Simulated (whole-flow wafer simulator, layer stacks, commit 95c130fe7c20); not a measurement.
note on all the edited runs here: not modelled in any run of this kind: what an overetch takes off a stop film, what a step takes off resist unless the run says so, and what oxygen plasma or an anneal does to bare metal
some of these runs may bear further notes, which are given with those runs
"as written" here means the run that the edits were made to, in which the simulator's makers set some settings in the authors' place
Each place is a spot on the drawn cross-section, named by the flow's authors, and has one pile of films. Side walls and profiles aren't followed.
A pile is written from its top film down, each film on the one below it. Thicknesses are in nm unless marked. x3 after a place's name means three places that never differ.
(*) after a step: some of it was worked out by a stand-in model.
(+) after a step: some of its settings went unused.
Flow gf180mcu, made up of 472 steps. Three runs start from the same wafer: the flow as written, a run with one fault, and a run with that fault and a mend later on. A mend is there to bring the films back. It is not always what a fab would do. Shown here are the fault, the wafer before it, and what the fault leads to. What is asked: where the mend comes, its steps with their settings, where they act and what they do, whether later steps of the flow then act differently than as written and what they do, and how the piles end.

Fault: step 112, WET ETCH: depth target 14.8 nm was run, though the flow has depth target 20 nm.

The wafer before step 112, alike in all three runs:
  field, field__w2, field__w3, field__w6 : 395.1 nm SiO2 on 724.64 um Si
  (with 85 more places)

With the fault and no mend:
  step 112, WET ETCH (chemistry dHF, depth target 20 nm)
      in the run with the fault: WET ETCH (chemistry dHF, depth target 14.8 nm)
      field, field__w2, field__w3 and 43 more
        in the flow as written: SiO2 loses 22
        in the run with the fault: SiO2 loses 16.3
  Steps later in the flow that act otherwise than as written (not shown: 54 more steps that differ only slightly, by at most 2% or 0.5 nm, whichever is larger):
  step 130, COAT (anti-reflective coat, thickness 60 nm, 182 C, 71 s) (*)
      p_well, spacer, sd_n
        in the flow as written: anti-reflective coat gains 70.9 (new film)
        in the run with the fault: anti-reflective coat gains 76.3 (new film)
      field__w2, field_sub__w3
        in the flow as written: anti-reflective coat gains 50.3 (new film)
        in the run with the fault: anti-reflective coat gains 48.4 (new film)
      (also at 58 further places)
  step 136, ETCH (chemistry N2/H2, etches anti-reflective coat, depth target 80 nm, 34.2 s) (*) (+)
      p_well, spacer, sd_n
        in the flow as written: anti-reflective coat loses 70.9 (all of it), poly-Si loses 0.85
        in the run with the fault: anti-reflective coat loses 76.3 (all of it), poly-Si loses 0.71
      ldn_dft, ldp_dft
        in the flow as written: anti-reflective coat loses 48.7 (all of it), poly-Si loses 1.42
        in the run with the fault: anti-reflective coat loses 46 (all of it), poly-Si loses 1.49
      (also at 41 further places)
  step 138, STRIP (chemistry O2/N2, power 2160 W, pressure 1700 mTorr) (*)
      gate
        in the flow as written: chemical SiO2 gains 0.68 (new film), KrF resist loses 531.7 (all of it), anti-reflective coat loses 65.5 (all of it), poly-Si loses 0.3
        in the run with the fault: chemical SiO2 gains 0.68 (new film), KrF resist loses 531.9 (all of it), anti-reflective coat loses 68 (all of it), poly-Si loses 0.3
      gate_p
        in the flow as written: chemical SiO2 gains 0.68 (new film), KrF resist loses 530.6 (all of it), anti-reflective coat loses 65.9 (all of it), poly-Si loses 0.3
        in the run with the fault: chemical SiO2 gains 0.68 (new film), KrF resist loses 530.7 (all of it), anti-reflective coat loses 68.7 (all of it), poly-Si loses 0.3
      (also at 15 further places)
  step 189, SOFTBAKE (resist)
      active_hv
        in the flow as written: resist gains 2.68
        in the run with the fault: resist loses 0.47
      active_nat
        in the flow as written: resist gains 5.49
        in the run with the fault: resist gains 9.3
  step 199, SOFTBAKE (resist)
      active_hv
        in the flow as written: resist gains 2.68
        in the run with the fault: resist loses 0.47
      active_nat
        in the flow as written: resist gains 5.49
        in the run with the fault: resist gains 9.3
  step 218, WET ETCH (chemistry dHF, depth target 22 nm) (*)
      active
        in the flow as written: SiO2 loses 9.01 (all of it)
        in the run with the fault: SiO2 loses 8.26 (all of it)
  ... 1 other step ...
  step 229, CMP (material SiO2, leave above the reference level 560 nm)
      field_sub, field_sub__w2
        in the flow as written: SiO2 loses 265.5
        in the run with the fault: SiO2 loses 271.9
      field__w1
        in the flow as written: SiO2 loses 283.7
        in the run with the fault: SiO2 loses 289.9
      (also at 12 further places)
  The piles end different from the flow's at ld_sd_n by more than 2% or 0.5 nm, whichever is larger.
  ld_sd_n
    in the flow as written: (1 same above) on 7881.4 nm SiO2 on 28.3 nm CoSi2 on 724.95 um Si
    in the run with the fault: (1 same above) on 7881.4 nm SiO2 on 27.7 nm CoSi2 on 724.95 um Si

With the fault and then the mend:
  After step 112 comes the mend.
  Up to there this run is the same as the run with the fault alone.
  step 112a, WET ETCH (chemistry dHF, depth target 5.2 nm) (the flow's step 112, run once more with other settings)
      field, field__w2, field__w3 and 43 more
        SiO2 loses 5.2
  Steps later in the flow that act otherwise than as written (not shown: 56 more steps that differ only slightly, by at most 2% or 0.5 nm, whichever is larger):
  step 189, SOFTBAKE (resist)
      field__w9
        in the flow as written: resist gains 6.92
        in the run with the mend: resist loses 3.07
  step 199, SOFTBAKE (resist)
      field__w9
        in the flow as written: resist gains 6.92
        in the run with the mend: resist loses 3.07
  When the end is reached, the piles differ only a little from the flow's at the places that both follow, at most by 2% or 0.5 nm, whichever is larger.
